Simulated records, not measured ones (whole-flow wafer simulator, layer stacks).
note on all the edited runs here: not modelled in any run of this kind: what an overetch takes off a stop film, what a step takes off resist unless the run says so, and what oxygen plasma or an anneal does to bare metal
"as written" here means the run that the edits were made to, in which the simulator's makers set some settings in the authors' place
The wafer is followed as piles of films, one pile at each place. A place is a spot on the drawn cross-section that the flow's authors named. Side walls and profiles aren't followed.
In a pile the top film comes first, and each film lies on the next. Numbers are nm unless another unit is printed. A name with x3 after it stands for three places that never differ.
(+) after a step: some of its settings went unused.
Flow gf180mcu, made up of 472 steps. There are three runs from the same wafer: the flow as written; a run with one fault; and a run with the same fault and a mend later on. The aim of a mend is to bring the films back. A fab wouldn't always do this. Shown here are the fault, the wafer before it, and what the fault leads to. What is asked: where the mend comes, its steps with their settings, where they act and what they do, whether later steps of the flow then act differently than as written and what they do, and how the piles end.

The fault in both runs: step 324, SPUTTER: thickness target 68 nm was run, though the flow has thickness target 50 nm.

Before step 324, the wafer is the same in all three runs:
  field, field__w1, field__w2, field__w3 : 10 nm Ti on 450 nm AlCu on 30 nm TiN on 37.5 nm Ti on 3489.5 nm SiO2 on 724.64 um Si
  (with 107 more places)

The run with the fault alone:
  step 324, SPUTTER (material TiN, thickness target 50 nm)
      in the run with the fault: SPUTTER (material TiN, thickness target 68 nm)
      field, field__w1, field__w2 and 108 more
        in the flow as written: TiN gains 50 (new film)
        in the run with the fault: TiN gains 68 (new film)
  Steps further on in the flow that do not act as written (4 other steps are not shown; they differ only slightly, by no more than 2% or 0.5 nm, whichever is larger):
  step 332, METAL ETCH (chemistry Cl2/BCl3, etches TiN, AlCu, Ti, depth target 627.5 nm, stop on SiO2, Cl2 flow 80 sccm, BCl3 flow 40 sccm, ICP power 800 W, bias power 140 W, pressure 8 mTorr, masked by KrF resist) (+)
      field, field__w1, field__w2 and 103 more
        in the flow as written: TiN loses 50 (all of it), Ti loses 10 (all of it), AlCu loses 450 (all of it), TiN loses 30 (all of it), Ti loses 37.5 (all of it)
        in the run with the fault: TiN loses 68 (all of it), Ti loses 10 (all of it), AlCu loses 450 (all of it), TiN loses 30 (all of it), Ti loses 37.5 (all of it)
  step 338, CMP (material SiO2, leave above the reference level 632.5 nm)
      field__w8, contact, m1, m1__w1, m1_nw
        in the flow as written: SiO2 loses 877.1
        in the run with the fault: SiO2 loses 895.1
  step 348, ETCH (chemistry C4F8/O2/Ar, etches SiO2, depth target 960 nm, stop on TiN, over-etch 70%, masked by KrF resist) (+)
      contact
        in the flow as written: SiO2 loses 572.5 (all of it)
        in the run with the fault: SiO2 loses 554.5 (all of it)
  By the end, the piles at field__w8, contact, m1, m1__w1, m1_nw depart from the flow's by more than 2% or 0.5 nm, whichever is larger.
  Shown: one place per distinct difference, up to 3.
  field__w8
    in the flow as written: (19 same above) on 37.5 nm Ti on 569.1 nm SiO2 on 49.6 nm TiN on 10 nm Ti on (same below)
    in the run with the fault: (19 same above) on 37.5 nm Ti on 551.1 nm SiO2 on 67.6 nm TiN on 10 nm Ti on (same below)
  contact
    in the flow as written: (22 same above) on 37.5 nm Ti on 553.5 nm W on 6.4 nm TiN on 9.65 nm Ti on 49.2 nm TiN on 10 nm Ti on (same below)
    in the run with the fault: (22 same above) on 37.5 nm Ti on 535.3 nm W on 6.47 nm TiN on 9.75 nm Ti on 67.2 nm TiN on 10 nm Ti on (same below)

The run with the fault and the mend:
  The mend follows step 324.
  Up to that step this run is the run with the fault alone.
  step 324a, METAL ETCH (chemistry Cl2/BCl3, etches TiN, AlCu, Ti, depth target 18 nm, Cl2 flow 80 sccm, BCl3 flow 40 sccm, ICP power 800 W, bias power 140 W, pressure 8 mTorr) (the flow's step 260 again, with other settings)
      field, field__w1, field__w2 and 108 more
        TiN loses 18
  None of the later steps of the flow acts differently than as written at any place that is followed.
  By the end, the piles equal the flow's at every place that both follow.
